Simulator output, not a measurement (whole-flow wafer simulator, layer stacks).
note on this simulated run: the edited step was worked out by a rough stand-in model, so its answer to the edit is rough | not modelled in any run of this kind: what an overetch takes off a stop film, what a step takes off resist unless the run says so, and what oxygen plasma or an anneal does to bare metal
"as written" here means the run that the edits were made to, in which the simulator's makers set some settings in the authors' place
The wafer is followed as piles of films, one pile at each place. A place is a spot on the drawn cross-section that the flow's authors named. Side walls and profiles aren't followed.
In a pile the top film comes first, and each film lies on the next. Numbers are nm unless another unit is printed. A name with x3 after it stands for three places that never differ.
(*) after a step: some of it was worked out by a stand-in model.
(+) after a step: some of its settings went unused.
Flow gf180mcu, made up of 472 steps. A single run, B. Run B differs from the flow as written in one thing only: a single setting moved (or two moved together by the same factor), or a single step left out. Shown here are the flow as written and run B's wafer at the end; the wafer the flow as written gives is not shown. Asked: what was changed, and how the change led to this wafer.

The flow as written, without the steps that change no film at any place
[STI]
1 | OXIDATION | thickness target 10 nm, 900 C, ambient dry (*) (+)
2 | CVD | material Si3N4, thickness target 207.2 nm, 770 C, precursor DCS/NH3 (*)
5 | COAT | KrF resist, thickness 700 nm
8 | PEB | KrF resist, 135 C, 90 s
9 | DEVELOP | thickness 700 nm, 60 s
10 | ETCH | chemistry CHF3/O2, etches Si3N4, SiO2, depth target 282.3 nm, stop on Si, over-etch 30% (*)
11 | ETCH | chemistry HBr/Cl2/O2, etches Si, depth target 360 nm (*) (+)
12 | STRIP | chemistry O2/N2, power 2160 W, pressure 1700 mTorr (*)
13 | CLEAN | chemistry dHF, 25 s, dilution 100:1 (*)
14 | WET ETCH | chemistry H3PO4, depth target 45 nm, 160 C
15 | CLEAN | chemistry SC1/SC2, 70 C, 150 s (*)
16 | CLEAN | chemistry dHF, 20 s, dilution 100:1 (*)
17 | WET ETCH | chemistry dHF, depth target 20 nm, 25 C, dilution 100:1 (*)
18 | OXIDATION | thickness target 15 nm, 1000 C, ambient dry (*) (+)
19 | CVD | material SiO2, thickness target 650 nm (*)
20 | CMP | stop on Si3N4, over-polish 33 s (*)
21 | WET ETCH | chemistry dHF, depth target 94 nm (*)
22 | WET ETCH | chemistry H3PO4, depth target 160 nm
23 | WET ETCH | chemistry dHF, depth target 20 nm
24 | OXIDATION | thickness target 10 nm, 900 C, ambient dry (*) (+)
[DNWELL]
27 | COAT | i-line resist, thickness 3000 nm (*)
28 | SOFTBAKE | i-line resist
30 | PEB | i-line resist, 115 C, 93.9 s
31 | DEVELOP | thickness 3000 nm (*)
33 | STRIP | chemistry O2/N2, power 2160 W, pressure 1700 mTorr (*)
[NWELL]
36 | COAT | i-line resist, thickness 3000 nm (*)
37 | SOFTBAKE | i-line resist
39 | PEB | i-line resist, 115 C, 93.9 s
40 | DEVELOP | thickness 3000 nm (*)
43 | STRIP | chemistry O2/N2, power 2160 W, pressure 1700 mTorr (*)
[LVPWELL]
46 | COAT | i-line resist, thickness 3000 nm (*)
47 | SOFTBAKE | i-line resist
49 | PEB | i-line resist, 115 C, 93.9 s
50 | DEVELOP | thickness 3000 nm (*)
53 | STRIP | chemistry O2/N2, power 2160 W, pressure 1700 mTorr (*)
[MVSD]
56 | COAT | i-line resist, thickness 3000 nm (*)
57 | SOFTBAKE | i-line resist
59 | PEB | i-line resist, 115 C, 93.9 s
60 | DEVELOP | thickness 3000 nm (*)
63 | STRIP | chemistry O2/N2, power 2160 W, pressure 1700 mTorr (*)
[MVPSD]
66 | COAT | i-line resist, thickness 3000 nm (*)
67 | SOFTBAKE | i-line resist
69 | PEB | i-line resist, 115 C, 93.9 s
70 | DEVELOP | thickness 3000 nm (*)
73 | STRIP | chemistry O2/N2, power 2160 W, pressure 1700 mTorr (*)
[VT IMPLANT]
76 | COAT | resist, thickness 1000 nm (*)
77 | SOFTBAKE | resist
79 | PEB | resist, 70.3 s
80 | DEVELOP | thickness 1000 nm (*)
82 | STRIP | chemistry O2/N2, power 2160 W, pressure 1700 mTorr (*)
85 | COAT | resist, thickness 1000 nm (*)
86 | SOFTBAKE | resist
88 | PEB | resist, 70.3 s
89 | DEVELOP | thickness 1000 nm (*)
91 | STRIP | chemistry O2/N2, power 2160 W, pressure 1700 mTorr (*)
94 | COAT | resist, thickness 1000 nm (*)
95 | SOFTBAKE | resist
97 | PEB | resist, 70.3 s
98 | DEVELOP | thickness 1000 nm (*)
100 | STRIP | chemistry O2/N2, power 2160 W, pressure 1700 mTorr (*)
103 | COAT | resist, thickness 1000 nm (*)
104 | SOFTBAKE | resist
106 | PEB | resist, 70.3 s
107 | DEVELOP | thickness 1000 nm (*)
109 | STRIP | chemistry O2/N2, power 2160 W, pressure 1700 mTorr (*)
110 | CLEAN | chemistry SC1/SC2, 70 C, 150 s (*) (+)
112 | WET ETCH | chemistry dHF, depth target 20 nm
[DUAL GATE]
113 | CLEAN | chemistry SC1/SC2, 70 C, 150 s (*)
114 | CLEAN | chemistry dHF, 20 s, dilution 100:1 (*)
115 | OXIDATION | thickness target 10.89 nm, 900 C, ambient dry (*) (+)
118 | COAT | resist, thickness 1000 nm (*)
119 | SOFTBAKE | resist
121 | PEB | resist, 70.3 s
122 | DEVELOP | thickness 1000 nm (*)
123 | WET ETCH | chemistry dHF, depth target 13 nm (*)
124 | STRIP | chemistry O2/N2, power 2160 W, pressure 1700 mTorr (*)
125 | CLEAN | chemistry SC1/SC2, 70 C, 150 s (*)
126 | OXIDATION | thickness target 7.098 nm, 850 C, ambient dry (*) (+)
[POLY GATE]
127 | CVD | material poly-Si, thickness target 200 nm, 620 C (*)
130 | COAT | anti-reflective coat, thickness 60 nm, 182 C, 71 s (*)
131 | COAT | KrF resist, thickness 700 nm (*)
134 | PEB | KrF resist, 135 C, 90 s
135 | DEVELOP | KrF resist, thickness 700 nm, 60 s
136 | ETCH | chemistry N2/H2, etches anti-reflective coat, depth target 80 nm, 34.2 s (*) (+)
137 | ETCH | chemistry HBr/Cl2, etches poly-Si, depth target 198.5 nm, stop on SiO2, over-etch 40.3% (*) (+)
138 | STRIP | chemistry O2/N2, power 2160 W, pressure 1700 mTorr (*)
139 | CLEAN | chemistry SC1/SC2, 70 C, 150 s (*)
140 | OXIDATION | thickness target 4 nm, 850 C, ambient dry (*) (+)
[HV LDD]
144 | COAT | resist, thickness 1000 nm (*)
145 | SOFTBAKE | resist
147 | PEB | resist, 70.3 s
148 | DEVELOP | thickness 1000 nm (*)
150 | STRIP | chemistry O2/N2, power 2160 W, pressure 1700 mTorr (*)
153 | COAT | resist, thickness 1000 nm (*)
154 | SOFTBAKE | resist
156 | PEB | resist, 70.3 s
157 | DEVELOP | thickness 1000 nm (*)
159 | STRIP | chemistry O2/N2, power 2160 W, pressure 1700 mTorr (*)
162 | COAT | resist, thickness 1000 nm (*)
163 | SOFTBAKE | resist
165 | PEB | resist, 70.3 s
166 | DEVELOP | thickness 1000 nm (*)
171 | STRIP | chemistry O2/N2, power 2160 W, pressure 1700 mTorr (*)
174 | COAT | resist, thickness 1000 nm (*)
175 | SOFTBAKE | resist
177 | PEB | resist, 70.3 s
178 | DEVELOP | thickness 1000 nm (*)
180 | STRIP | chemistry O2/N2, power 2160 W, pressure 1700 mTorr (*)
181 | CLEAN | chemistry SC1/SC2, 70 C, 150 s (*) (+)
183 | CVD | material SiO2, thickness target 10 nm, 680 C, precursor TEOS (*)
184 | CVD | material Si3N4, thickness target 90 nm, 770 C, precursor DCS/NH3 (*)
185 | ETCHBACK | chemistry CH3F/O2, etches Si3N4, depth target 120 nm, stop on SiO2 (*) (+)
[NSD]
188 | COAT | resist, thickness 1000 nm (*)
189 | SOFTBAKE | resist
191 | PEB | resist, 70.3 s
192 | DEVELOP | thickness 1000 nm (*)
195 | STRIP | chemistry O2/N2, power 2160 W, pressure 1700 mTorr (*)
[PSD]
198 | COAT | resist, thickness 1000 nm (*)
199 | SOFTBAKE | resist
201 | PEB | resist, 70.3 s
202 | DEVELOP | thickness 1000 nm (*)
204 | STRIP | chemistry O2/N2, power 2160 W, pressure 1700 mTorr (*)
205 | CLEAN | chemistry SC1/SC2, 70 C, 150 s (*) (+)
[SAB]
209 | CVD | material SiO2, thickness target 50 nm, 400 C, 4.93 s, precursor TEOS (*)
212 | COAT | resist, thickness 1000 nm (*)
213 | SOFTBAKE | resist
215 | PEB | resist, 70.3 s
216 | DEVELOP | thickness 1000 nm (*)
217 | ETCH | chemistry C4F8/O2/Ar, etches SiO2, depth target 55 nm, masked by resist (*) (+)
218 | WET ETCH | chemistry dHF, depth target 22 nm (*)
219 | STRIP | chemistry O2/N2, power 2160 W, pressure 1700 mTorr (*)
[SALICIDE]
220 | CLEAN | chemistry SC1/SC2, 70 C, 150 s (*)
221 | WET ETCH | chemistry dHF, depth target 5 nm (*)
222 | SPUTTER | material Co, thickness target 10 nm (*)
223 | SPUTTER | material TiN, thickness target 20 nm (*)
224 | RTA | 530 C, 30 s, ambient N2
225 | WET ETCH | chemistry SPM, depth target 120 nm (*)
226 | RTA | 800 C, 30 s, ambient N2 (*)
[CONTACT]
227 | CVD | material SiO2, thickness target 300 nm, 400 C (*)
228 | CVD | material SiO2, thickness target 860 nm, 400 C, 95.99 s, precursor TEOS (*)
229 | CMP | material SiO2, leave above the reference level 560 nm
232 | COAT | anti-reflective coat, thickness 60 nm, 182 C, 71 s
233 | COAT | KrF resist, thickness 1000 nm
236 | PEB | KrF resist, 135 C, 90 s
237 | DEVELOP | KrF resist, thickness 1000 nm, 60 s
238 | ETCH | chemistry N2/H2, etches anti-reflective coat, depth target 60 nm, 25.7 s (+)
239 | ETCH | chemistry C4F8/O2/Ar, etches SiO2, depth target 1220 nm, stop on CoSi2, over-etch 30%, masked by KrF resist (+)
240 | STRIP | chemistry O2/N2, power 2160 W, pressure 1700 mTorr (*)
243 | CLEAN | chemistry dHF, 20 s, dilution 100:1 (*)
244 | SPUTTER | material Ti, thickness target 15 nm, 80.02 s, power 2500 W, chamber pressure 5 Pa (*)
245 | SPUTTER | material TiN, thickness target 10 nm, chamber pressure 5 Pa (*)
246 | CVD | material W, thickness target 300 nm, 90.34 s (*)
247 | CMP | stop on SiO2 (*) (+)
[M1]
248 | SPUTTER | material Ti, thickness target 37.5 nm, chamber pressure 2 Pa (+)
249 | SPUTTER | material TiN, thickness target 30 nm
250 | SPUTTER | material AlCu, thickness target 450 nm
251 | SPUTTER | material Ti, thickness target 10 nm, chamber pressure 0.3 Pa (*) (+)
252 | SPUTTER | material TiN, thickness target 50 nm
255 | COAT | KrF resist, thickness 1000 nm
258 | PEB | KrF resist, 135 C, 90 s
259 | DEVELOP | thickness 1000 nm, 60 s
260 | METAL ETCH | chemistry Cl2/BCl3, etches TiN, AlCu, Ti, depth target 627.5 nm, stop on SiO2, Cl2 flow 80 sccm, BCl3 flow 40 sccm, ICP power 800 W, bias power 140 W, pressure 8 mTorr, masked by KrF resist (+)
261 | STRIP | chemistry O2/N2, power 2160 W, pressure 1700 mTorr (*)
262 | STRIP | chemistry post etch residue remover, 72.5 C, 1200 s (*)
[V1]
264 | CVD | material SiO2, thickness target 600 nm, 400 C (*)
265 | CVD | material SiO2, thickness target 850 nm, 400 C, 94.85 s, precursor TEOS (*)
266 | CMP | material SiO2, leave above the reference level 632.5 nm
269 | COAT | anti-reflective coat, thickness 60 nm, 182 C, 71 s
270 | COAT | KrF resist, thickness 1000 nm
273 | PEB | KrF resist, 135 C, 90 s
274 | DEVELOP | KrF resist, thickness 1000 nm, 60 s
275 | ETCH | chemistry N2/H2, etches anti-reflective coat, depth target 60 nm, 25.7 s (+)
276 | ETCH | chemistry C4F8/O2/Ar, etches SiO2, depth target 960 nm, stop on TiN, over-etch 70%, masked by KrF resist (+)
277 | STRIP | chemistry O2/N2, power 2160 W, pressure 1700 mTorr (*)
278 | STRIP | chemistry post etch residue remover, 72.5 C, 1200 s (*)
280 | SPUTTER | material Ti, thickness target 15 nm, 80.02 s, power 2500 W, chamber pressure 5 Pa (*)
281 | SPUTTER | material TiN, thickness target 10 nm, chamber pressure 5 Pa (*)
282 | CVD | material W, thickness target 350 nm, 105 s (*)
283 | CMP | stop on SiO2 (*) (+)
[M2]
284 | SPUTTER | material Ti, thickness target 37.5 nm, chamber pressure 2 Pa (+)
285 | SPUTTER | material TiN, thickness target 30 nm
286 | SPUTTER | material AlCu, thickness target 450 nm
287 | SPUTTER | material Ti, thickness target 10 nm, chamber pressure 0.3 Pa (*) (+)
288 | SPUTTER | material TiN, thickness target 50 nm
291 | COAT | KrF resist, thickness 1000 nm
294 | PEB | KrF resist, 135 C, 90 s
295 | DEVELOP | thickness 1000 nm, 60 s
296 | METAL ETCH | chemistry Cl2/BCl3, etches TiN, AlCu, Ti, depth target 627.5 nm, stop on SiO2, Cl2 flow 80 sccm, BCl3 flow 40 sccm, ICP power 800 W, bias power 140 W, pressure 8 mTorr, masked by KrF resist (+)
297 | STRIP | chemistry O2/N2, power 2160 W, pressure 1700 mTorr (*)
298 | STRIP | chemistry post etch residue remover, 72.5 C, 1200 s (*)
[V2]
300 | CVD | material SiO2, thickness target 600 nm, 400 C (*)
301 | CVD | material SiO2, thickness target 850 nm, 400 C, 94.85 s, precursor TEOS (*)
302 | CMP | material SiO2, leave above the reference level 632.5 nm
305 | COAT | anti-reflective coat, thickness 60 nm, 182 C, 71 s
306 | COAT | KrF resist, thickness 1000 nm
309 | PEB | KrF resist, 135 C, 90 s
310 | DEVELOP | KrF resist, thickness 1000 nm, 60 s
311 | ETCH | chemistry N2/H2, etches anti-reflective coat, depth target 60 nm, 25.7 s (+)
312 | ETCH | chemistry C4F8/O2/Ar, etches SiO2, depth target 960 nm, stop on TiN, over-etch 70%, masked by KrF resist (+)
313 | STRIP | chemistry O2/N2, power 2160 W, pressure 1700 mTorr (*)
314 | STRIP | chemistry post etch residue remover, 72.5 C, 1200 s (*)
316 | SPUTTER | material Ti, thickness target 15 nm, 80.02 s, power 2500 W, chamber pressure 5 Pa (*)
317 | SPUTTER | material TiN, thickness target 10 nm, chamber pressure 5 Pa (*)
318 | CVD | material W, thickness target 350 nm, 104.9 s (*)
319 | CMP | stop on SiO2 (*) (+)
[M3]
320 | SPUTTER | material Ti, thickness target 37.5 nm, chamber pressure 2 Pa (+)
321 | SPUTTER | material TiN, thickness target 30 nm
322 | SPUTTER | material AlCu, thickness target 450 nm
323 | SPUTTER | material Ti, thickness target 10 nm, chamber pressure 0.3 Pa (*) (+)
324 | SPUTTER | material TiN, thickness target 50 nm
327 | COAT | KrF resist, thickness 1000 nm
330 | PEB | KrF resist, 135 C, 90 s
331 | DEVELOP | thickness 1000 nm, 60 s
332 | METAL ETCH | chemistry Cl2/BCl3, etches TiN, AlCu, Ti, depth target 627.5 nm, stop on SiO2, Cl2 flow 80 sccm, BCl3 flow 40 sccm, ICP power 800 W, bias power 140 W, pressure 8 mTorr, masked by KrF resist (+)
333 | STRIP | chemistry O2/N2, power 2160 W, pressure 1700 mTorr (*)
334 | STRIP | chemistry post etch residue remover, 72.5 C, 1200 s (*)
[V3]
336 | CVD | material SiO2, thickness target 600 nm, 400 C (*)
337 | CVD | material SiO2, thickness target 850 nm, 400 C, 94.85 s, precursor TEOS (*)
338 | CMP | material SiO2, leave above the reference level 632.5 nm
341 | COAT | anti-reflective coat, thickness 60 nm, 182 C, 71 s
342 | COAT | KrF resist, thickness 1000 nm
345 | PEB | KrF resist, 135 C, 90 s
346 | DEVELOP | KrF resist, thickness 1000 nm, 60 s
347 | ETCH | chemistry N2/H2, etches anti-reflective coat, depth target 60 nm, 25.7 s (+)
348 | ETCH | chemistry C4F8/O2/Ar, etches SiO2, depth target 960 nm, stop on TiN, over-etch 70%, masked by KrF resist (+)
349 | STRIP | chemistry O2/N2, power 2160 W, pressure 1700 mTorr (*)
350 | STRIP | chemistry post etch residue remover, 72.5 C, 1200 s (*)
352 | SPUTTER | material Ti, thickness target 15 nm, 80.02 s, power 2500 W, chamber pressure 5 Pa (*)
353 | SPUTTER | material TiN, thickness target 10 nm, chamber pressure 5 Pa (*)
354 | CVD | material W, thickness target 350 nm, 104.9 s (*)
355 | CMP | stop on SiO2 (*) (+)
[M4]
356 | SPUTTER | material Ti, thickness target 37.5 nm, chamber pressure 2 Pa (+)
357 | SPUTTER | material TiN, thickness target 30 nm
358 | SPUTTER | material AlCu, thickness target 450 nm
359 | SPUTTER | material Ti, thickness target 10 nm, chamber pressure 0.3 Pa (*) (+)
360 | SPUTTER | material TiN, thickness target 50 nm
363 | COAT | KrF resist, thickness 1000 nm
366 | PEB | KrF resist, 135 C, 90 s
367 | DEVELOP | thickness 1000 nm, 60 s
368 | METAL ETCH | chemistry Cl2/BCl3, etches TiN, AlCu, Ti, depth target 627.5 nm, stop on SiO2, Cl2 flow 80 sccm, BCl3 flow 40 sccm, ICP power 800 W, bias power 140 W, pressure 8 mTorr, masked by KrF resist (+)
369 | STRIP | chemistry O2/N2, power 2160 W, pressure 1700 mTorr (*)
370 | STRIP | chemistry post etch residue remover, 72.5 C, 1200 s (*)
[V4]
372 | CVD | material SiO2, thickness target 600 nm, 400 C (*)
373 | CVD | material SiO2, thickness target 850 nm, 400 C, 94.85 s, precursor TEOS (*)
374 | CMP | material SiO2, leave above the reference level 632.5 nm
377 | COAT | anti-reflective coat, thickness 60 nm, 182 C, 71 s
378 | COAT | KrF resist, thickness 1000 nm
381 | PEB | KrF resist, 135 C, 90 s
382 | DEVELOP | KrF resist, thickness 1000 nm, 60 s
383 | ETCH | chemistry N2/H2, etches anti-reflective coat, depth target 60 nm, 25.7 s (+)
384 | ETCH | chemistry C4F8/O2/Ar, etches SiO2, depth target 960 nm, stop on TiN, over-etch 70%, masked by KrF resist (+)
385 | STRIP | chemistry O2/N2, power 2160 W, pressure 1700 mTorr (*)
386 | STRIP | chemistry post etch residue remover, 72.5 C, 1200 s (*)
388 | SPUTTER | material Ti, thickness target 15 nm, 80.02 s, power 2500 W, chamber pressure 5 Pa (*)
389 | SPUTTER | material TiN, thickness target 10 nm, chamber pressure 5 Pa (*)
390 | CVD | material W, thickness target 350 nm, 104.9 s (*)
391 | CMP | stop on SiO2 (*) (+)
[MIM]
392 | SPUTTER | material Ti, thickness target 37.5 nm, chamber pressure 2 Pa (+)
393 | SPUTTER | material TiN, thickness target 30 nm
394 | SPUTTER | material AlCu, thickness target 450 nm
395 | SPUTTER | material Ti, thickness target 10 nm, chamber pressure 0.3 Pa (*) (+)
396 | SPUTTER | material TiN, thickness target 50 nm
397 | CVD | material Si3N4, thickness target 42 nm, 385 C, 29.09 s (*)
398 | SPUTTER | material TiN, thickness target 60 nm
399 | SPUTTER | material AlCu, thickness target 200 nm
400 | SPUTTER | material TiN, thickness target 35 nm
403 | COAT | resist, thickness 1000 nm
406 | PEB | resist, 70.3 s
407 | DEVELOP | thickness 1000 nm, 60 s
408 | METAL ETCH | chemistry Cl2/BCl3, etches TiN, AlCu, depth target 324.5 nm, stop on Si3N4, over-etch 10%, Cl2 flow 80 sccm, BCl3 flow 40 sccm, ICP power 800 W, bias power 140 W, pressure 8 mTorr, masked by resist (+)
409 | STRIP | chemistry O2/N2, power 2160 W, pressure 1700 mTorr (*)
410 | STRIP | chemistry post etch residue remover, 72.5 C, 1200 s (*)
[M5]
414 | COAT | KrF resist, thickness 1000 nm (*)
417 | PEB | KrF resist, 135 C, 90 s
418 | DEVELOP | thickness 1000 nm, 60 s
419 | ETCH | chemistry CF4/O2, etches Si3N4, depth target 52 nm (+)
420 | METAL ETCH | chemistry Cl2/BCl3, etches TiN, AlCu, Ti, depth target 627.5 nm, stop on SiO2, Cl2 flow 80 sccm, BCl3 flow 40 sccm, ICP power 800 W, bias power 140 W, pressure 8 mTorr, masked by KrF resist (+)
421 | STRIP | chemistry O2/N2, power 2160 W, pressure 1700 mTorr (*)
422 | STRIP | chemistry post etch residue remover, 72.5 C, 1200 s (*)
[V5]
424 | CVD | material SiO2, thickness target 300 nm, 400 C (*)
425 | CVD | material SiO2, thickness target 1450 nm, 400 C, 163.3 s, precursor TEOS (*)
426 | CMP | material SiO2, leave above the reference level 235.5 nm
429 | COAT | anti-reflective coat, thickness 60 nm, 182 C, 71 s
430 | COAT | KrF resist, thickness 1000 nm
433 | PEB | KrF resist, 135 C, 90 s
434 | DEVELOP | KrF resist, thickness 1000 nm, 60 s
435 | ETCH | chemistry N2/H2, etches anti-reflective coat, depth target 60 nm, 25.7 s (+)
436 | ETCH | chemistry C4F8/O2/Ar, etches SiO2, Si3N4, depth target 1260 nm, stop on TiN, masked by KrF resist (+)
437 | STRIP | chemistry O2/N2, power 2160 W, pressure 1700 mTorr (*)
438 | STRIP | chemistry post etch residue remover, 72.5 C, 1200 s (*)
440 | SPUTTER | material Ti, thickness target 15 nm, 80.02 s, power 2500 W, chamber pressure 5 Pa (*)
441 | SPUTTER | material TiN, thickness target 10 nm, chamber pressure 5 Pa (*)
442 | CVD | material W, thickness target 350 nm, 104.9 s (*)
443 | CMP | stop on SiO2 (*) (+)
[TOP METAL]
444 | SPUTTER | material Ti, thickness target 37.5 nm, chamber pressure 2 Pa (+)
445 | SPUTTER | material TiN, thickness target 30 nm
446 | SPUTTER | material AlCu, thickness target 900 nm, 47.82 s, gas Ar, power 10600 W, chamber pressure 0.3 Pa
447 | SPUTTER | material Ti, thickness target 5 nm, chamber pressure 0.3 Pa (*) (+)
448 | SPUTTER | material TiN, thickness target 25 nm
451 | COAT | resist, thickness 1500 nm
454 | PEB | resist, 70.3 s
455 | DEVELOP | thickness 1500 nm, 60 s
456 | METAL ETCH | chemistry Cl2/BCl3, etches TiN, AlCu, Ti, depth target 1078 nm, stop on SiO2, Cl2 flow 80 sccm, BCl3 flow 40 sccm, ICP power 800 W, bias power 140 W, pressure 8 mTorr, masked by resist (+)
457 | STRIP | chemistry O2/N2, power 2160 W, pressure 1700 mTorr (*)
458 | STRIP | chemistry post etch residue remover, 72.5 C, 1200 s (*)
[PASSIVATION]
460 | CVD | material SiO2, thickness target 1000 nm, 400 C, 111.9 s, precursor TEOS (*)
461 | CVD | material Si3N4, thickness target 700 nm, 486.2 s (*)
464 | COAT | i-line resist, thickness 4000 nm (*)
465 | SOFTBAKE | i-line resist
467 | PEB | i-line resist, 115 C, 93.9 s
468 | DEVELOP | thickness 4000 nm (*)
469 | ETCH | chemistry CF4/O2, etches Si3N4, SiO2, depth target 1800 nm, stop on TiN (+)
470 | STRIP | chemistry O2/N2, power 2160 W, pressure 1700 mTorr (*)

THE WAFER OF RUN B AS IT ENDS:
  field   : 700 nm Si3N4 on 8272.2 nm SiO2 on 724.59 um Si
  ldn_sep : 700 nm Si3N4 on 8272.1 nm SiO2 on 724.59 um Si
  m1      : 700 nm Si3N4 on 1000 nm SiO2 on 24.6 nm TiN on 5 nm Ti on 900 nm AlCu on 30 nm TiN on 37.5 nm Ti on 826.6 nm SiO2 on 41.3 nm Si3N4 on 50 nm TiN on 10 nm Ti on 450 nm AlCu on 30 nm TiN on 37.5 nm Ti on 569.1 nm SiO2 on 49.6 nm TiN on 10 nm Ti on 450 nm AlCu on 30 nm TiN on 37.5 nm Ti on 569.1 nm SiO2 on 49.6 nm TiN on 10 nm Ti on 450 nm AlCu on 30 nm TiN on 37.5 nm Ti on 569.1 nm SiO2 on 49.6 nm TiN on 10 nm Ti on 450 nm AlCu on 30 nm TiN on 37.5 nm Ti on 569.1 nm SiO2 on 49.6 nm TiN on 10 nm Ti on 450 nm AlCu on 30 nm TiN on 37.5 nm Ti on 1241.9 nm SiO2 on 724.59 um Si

What caused this: step 11, ETCH: depth target 405 nm was run, while the flow as written has depth target 360 nm.

The path from the change to this, step by step:
  11 | ETCH | chemistry HBr/Cl2/O2, etches Si, depth target 360 nm (*) (+)
      active, n_well, p_well and 40 more: -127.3 KrF resist (in the flow as written it would be: -112.3 KrF resist)
      field, field_sub, sti and 34 more: -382 Si (in the flow as written it would be: -337 Si)
  12 | STRIP | chemistry O2/N2, power 2160 W, pressure 1700 mTorr (*)
      active, n_well, p_well and 40 more: -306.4 KrF resist (all of it) (in the flow as written it would be: -321.4 KrF resist (all of it))
  19 | CVD | material SiO2, thickness target 650 nm (*)
      m1, ld_fp_n, ld_drift_n and 8 more: +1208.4 SiO2 (in the flow as written it would be: +1163.4 SiO2)
  20 | CMP | stop on Si3N4, over-polish 33 s (*)
      sti, mim_1p0, pad and 11 more: -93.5 SiO2 (in the flow as written it would be: -138.5 SiO2)
      nw_enc_fld, nw_enc_fld_lv: -97.5 SiO2 (in the flow as written it would be: -142.5 SiO2)
      (and at 10 other places as well)
